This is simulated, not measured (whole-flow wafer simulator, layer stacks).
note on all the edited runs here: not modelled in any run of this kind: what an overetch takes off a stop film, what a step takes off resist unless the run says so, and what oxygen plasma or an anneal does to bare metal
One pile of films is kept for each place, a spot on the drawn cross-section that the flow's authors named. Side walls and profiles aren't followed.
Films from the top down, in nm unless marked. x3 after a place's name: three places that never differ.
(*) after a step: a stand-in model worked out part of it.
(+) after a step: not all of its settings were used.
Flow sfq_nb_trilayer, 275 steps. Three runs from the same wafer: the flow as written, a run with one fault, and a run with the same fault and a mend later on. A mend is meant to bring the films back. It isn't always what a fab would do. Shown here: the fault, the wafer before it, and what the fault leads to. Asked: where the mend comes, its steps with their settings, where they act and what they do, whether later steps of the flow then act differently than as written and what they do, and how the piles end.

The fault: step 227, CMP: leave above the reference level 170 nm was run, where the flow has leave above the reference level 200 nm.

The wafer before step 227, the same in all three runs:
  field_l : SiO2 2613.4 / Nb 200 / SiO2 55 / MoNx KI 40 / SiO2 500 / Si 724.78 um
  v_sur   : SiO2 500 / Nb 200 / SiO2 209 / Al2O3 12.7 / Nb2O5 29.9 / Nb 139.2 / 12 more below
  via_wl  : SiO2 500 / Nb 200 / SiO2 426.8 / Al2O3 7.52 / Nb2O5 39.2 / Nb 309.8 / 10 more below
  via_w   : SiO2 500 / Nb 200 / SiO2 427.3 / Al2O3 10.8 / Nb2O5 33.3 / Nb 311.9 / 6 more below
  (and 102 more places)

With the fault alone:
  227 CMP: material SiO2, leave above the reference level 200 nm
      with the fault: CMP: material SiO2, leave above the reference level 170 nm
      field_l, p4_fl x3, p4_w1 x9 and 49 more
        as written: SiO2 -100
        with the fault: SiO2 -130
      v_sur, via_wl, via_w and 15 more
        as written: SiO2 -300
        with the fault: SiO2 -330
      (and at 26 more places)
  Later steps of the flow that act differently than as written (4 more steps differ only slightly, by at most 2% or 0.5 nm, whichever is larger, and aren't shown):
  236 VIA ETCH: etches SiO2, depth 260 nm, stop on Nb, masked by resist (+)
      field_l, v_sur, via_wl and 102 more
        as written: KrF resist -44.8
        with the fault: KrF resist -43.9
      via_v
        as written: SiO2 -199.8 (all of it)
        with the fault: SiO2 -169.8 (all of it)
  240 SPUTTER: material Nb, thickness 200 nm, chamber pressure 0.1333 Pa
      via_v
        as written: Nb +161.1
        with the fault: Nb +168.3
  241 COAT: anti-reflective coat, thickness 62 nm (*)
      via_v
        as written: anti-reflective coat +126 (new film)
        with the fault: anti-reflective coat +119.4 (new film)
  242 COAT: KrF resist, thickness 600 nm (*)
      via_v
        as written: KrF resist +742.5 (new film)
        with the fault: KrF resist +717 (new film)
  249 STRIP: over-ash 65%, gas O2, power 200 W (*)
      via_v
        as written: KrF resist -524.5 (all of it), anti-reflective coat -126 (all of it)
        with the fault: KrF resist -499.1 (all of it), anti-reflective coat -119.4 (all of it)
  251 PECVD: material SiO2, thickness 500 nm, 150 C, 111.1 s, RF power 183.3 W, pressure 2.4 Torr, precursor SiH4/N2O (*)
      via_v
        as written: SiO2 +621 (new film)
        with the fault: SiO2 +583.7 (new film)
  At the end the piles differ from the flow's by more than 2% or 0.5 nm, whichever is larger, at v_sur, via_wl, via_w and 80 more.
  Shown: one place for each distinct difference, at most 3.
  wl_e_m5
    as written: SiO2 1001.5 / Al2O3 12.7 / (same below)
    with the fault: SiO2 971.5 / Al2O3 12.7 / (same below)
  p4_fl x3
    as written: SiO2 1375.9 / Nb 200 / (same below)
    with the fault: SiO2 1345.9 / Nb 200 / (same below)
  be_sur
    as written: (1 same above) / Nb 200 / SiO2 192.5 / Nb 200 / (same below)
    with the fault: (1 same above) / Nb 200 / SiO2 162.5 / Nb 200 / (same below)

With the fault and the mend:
  The mend comes after step 228.
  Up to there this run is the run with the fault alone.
  228a PECVD: material SiO2, thickness 30 nm, 150 C, 6.667 s, RF power 183.3 W, pressure 2.4 Torr, precursor SiH4/N2O (the flow's step 226 once more, with other settings)
      field_l, v_sur, via_wl and 103 more
        SiO2 +30
  No later step of the flow acts differently than as written, at any place that is followed, by more than 2% or 0.5 nm, whichever is larger.
  At the end the piles are the same as the flow's at every place that both follow.
